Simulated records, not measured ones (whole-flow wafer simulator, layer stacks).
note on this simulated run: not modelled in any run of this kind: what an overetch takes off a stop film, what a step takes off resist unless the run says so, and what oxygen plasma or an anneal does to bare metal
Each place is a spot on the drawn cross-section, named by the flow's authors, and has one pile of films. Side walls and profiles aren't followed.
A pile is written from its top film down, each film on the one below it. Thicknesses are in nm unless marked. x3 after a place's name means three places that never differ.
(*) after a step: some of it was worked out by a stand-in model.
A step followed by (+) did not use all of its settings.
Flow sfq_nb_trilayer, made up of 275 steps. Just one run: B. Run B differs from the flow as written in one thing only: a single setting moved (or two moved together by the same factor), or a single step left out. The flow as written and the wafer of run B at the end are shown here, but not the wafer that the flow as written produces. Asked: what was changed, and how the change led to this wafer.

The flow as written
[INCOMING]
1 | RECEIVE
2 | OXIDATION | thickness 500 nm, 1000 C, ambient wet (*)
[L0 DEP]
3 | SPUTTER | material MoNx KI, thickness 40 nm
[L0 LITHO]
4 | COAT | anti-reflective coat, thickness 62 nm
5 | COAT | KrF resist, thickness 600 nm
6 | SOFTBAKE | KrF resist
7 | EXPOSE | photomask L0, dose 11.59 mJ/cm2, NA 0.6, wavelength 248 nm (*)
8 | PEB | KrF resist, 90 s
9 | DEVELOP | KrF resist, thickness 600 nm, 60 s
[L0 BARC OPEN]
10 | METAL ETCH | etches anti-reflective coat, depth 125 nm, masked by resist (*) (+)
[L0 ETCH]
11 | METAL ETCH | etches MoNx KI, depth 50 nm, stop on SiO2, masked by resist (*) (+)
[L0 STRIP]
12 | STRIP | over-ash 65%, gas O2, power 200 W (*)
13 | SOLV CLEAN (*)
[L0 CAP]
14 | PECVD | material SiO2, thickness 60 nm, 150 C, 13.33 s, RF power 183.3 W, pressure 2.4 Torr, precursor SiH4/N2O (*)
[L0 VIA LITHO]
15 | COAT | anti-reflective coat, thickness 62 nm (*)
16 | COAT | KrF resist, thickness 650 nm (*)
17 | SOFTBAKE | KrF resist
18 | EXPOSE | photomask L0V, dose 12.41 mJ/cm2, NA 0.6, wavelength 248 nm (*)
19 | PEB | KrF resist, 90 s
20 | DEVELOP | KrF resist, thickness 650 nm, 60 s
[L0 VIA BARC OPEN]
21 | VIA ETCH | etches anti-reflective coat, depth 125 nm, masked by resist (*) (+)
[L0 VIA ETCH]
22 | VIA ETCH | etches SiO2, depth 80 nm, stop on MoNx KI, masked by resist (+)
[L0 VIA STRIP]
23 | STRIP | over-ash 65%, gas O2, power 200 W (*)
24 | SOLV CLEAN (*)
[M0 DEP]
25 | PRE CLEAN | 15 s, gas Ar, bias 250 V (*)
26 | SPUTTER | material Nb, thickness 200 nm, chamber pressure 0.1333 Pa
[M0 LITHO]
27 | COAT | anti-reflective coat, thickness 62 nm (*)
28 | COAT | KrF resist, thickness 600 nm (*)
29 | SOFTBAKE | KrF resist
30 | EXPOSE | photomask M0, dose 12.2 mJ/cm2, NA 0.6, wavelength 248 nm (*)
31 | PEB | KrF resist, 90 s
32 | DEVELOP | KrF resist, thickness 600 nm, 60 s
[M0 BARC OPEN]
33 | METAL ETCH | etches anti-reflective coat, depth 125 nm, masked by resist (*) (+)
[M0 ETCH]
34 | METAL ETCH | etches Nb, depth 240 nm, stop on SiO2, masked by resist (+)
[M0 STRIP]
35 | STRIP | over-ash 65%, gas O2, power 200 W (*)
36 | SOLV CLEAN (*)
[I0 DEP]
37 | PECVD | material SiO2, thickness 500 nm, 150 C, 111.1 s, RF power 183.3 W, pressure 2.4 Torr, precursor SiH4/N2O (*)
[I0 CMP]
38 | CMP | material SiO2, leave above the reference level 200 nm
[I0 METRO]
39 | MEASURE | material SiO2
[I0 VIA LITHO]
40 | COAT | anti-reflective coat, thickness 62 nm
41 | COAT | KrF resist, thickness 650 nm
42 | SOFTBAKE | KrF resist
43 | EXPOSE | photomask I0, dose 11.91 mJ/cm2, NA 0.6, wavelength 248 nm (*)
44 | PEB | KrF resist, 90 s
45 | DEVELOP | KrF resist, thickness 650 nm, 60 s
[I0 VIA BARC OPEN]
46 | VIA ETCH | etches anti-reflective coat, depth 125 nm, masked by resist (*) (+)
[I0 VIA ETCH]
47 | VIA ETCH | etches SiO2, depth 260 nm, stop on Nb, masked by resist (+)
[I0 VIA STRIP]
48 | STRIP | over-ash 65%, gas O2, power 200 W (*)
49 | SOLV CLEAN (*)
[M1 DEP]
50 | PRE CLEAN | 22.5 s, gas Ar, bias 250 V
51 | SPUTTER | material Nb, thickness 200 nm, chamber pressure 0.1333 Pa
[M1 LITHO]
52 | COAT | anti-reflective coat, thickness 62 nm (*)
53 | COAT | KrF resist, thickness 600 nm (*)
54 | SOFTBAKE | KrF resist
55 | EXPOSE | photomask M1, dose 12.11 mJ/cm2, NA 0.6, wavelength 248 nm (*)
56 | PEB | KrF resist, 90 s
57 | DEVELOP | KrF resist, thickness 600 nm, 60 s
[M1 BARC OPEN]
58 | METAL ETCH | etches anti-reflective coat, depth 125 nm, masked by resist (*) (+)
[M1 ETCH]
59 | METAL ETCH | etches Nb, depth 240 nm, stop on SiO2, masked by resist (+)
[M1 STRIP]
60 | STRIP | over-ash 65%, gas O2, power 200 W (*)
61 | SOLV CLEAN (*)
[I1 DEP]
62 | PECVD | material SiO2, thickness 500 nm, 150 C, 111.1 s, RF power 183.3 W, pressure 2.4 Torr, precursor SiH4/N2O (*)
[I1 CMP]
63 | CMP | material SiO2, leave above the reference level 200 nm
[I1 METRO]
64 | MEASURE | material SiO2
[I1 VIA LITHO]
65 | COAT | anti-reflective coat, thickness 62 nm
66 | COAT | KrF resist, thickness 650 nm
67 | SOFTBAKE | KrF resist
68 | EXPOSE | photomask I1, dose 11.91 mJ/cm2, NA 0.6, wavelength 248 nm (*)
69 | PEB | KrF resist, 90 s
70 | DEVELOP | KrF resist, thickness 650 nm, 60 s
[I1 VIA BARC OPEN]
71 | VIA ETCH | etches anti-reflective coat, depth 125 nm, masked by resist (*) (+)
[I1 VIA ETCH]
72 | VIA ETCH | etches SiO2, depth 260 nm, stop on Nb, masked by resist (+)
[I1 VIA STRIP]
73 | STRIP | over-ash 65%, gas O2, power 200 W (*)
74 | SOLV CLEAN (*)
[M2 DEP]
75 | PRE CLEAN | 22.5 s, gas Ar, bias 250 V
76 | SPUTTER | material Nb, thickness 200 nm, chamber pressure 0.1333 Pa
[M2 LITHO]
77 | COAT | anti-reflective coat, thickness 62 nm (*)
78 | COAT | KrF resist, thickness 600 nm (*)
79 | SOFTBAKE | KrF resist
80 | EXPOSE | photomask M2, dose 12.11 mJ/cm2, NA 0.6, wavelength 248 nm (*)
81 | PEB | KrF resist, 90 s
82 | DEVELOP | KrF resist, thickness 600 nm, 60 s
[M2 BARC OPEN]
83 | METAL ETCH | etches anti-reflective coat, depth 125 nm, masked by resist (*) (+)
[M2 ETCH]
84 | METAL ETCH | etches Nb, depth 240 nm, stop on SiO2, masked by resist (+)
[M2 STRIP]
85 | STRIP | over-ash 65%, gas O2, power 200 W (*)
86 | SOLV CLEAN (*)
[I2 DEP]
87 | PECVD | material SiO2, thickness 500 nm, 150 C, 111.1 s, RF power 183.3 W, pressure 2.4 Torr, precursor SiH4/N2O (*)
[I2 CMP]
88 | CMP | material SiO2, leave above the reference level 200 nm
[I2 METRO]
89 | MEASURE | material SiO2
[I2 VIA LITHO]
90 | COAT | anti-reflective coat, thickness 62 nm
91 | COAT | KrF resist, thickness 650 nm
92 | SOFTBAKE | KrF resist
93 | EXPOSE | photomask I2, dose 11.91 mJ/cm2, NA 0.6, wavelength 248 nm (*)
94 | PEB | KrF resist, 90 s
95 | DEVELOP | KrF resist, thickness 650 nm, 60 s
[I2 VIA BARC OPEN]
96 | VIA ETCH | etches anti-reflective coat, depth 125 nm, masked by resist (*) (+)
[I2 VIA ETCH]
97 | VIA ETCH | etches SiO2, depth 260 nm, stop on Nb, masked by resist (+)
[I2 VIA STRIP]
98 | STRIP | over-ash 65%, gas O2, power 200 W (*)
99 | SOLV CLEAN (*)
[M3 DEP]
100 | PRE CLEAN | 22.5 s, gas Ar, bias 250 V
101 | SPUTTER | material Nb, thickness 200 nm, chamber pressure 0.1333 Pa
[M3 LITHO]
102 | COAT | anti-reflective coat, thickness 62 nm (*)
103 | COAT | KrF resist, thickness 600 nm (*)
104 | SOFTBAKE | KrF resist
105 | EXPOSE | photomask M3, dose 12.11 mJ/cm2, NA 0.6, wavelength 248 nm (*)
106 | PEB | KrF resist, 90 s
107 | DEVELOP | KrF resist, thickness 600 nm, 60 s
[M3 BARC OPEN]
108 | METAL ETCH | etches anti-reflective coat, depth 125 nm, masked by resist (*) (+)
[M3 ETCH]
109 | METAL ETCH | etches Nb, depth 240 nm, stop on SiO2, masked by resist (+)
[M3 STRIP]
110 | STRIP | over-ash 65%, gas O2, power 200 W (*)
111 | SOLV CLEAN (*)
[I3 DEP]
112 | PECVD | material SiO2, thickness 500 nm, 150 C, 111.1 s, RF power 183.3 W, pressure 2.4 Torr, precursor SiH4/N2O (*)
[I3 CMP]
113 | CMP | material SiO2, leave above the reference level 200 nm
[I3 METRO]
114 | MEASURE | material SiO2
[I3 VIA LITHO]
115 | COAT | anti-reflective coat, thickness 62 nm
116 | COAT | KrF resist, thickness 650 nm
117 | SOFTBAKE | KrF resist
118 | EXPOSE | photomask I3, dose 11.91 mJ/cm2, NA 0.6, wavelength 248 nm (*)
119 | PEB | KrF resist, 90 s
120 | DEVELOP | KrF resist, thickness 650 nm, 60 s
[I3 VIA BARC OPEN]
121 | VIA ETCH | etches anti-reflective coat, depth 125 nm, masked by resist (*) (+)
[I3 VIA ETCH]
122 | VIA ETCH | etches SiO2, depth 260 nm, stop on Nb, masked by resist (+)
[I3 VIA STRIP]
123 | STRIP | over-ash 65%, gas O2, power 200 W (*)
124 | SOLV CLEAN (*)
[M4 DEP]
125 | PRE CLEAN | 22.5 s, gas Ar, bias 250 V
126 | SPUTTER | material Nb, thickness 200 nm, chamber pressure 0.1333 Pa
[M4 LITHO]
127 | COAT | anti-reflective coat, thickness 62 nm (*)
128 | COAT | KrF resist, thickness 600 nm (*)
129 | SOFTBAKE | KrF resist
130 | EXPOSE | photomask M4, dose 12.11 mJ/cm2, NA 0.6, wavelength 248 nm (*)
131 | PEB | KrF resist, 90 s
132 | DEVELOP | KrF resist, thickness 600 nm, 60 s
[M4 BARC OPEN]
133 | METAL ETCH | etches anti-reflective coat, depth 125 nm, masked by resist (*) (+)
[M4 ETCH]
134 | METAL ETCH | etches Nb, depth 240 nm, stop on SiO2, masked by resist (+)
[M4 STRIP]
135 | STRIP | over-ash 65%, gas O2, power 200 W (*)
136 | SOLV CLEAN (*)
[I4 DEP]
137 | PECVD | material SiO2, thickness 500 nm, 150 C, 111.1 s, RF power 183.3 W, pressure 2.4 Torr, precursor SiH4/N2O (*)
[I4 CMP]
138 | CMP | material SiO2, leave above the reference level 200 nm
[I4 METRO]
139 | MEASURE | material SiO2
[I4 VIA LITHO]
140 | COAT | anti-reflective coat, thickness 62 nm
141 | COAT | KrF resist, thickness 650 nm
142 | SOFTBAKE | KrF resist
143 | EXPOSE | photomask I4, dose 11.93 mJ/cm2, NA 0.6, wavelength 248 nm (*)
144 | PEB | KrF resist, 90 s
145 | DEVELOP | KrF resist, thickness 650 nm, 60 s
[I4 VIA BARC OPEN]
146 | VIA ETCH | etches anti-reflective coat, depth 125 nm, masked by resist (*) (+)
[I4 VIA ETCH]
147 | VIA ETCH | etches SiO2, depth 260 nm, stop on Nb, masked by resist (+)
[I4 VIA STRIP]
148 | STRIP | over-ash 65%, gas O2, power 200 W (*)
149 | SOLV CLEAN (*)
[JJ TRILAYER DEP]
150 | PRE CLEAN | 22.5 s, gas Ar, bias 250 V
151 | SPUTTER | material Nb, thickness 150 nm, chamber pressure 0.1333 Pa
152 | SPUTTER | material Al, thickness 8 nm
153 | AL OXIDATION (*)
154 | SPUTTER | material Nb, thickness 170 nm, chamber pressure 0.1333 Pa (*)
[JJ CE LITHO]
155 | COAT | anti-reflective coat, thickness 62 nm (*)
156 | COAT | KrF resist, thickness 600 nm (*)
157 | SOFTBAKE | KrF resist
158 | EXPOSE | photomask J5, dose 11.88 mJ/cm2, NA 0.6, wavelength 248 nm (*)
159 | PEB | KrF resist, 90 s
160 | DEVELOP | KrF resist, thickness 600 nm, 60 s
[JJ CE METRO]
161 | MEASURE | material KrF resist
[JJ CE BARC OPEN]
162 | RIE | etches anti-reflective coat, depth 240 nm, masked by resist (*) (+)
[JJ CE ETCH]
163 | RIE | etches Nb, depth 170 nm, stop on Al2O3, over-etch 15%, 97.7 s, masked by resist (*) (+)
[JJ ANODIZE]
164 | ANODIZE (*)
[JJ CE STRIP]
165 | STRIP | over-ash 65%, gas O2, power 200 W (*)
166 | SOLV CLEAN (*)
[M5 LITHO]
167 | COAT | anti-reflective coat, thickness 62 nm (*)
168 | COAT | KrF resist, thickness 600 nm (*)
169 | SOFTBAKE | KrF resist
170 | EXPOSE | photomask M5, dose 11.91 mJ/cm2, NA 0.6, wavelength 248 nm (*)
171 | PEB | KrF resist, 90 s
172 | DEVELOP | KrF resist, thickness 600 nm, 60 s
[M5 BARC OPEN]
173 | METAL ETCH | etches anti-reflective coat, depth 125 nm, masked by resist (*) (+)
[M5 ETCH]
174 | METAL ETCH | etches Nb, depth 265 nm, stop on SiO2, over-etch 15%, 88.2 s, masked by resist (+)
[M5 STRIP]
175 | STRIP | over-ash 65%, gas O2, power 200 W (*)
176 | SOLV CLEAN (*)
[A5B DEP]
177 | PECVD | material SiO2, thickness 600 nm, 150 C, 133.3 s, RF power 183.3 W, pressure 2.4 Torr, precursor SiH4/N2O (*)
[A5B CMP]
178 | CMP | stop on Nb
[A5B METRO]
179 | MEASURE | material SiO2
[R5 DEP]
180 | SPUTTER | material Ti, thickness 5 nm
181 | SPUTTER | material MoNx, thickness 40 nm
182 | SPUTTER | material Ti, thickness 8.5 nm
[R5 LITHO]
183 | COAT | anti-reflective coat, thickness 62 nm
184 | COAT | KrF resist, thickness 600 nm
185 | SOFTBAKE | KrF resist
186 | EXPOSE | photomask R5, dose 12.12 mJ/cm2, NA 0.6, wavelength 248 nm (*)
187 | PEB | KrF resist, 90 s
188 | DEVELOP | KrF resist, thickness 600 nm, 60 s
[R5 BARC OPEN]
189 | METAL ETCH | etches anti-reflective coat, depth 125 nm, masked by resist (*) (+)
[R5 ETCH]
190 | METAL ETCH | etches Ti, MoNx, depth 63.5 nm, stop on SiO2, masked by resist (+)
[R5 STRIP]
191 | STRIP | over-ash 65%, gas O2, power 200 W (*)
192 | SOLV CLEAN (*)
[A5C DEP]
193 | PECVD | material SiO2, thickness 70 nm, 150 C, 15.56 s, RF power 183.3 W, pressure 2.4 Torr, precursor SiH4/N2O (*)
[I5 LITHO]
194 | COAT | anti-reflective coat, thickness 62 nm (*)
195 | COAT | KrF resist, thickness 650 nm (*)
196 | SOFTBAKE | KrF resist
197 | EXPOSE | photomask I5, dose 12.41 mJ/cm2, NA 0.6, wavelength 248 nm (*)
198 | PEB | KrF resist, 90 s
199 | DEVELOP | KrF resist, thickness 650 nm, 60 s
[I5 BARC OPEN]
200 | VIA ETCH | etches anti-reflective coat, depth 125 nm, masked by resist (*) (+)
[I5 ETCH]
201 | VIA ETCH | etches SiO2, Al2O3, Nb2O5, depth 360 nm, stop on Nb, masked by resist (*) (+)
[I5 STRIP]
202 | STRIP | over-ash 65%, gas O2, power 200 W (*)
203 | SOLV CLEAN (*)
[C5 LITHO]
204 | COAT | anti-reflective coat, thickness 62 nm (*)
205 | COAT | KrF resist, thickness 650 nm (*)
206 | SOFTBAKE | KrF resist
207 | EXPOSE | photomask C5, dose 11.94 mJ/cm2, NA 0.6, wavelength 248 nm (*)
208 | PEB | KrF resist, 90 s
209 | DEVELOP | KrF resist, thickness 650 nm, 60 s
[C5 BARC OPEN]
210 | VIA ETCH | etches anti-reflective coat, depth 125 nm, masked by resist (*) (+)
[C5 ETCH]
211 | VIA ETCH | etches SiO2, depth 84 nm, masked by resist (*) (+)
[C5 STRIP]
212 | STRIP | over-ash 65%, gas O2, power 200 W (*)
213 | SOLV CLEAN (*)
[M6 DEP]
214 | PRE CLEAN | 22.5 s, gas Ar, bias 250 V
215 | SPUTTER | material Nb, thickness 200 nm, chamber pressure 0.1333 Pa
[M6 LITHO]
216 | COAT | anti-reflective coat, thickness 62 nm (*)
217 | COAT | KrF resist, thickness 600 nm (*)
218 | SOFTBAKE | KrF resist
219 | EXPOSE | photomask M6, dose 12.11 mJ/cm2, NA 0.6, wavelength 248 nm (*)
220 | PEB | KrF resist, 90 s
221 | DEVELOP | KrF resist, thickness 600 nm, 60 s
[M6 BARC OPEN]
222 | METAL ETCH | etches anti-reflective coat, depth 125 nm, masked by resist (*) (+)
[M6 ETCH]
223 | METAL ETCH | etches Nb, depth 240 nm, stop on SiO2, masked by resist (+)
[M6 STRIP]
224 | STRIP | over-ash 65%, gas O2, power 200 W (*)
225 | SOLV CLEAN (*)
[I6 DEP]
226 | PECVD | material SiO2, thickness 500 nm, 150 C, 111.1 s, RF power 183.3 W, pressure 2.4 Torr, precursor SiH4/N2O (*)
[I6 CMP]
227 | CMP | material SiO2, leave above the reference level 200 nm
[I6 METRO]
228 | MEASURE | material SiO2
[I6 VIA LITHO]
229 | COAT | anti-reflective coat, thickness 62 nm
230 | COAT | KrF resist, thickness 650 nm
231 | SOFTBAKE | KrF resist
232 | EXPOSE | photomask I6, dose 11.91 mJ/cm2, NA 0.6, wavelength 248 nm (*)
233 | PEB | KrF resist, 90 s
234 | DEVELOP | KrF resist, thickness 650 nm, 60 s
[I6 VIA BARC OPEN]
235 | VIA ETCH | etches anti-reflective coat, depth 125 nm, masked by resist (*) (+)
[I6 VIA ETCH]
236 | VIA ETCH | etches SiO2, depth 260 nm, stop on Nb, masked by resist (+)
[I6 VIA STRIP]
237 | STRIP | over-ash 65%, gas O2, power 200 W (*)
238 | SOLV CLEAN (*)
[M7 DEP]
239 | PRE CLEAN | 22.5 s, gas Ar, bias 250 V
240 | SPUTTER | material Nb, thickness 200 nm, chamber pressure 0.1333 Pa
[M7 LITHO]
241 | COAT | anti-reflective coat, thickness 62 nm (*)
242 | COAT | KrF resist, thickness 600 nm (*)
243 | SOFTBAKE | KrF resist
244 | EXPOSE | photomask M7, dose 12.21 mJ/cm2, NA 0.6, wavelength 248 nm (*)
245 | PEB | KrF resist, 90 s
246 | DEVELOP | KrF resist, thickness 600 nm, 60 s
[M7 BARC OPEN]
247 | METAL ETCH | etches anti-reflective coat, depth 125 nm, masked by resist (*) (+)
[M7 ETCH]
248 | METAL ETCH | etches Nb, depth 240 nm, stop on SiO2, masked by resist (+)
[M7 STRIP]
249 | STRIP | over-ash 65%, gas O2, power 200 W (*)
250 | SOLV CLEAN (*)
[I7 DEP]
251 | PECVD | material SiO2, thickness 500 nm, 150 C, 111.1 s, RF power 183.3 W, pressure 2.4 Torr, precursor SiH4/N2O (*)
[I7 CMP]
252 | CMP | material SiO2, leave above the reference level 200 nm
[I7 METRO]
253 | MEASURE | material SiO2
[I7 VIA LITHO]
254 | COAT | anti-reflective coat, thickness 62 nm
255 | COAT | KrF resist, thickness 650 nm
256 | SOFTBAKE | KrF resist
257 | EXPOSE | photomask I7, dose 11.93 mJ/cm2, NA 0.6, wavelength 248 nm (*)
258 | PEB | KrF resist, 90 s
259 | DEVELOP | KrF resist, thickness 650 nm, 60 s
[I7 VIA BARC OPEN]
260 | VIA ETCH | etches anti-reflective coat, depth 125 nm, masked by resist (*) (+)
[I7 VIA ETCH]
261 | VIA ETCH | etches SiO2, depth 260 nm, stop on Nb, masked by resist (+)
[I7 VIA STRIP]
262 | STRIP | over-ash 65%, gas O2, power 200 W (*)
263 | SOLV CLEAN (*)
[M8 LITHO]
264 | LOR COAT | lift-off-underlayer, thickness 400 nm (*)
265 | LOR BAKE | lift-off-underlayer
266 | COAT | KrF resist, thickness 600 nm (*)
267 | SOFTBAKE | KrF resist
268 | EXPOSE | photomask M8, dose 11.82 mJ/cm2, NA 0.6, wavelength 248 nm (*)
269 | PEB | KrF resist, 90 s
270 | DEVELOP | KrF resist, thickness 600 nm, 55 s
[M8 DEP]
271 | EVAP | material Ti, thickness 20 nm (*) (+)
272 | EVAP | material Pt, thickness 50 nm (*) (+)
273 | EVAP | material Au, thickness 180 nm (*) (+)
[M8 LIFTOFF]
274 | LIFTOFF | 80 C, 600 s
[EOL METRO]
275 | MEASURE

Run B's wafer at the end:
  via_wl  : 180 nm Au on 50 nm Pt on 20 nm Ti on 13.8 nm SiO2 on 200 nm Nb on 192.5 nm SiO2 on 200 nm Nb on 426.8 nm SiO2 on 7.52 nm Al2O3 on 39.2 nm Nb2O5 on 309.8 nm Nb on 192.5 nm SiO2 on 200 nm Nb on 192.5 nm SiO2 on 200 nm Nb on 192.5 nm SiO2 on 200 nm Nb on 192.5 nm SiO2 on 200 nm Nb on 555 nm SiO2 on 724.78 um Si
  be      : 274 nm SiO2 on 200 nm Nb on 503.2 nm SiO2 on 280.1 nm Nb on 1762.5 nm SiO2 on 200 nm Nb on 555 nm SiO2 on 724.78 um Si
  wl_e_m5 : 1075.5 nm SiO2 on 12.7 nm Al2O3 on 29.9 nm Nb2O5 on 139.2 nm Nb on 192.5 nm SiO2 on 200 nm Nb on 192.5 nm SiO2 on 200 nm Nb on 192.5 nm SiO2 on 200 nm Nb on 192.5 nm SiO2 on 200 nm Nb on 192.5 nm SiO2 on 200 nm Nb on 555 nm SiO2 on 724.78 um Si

The reason: step 252, CMP: leave above the reference level 274 nm was run, though the flow has leave above the reference level 200 nm.
The wafer itself shows it: be has SiO2 274, and step 252 as written asks for 200 nm.

How this came from the change, step by step:
  252 | CMP | material SiO2, leave above the reference level 200 nm
      field_l, p4_fl, p4_fm and 56 more: SiO2 loses 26 (it would be, as written: SiO2 loses 100)
      v_sur, via_wl, via_w and 37 more: SiO2 loses 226 (it would be, as written: SiO2 loses 300)
      (also at 7 further places)
  261 | VIA ETCH | etches SiO2, depth 260 nm, stop on Nb, masked by resist (+)
      via_wl, via_w, via_wr: SiO2 loses 260 (it would be, as written: SiO2 loses 199.8 (all of it))
  264 | LOR COAT | lift-off-underlayer, thickness 400 nm (*)
      via_wl, via_wr: lift-off-underlayer gains 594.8 (new film) (it would be, as written: lift-off-underlayer gains 549.8 (new film))
      v_sur: lift-off-underlayer gains 360.2 (new film) (it would be, as written: lift-off-underlayer gains 369.4 (new film))
      (also at 1 further place)
  270 | DEVELOP | KrF resist, thickness 600 nm, 55 s
      v_sur: KrF resist loses 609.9 (all of it), lift-off-underlayer loses 360.2 (all of it) (it would be, as written: KrF resist loses 607.3 (all of it), lift-off-underlayer loses 369.4 (all of it))
      via_wl: KrF resist loses 631.4 (all of it), lift-off-underlayer loses 594.8 (all of it) (it would be, as written: KrF resist loses 623.9 (all of it), lift-off-underlayer loses 549.8 (all of it))
      (also at 2 further places)
With metal films that touch counted as one body, via_wl has 8 bodies (between them, from the top down: SiO2 13.8; SiO2 192.5; SiO2 426.8 / Al2O3 7.52 / Nb2O5 39.2; SiO2 192.5; SiO2 192.5; SiO2 192.5; SiO2 192.5); the flow as written gives 7 bodies (between them, from the top down: SiO2 192.5; SiO2 426.8 / Al2O3 7.52 / Nb2O5 39.2; SiO2 192.5; SiO2 192.5; SiO2 192.5; SiO2 192.5).
